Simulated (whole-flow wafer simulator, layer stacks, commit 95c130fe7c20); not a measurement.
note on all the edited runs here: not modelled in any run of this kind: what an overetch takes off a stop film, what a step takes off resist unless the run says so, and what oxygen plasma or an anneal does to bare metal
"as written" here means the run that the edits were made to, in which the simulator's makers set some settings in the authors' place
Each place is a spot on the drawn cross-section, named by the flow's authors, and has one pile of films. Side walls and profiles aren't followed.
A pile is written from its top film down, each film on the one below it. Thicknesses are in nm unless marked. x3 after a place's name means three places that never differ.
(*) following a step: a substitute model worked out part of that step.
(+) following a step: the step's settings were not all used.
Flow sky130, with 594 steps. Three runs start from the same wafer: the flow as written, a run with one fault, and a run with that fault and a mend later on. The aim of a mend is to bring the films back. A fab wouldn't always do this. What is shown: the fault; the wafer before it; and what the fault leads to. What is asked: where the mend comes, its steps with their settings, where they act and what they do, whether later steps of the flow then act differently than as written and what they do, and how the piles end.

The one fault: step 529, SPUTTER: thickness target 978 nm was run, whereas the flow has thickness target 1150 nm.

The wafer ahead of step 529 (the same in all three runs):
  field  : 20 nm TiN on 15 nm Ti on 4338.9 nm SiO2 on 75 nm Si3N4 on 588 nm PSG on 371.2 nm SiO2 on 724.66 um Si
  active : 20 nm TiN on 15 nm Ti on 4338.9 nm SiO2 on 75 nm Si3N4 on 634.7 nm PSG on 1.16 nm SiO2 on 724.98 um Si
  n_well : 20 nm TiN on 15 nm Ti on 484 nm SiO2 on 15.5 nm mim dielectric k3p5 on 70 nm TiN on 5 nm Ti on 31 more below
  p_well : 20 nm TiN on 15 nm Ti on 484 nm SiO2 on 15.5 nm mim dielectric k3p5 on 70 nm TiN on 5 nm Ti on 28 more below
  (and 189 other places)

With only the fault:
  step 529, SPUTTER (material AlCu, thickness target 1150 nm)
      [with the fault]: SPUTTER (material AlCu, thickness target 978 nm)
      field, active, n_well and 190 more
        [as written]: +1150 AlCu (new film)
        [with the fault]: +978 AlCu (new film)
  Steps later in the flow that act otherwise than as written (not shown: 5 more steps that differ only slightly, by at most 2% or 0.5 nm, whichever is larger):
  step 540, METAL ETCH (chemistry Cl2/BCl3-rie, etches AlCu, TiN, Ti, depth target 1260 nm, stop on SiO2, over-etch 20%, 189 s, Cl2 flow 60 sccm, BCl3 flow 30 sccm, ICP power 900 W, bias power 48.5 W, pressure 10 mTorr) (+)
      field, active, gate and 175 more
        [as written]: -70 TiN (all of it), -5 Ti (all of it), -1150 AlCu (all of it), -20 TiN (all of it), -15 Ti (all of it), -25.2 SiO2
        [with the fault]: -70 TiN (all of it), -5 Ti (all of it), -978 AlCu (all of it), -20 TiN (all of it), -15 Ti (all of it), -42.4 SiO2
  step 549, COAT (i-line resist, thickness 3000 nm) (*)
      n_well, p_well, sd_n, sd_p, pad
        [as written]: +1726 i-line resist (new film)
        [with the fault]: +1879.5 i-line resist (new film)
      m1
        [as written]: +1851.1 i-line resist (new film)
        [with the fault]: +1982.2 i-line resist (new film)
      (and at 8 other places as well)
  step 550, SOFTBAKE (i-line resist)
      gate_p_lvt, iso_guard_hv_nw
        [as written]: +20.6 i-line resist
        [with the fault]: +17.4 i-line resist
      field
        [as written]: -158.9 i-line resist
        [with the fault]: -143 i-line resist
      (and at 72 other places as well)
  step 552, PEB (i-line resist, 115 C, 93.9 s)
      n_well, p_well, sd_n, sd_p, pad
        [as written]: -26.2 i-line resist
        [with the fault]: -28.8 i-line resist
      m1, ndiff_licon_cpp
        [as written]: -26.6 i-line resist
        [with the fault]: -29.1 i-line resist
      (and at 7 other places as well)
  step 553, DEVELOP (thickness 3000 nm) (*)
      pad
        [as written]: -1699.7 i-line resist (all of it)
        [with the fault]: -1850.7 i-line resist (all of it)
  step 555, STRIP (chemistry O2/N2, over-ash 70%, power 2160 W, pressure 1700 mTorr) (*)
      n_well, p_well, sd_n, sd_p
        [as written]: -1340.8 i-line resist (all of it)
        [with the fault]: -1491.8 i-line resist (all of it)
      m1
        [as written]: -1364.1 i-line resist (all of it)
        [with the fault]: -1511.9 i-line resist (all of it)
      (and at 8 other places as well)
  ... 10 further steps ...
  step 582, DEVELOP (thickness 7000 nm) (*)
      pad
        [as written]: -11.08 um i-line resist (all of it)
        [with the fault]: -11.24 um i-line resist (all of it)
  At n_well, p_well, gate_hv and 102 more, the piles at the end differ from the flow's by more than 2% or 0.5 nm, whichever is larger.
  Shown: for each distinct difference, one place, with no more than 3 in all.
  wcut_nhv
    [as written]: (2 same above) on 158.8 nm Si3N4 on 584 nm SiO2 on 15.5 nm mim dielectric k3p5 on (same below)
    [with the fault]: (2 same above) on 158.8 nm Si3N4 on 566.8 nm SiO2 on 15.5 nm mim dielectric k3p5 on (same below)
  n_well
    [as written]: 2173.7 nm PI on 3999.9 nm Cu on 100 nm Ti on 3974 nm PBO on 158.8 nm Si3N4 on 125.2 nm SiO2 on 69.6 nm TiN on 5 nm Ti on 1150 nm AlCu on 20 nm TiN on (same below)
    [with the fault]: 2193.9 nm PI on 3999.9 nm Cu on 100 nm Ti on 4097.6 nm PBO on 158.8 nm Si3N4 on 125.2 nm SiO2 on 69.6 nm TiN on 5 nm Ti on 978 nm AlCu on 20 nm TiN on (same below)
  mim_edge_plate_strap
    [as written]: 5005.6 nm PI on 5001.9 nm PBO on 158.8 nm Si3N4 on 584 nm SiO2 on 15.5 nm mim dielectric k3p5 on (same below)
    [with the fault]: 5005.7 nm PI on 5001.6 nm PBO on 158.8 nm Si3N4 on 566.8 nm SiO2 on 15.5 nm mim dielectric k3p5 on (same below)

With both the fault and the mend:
  After step 529 comes the mend.
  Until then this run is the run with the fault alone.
  step 529a, SPUTTER (material AlCu, thickness target 172 nm) (the flow's step 529, run once more with other settings)
      field, active, n_well and 190 more
        +172 AlCu
  Later steps of the flow that are run all act as written at every place that is followed.
  At every place that both follow, the piles at the end match the flow's.
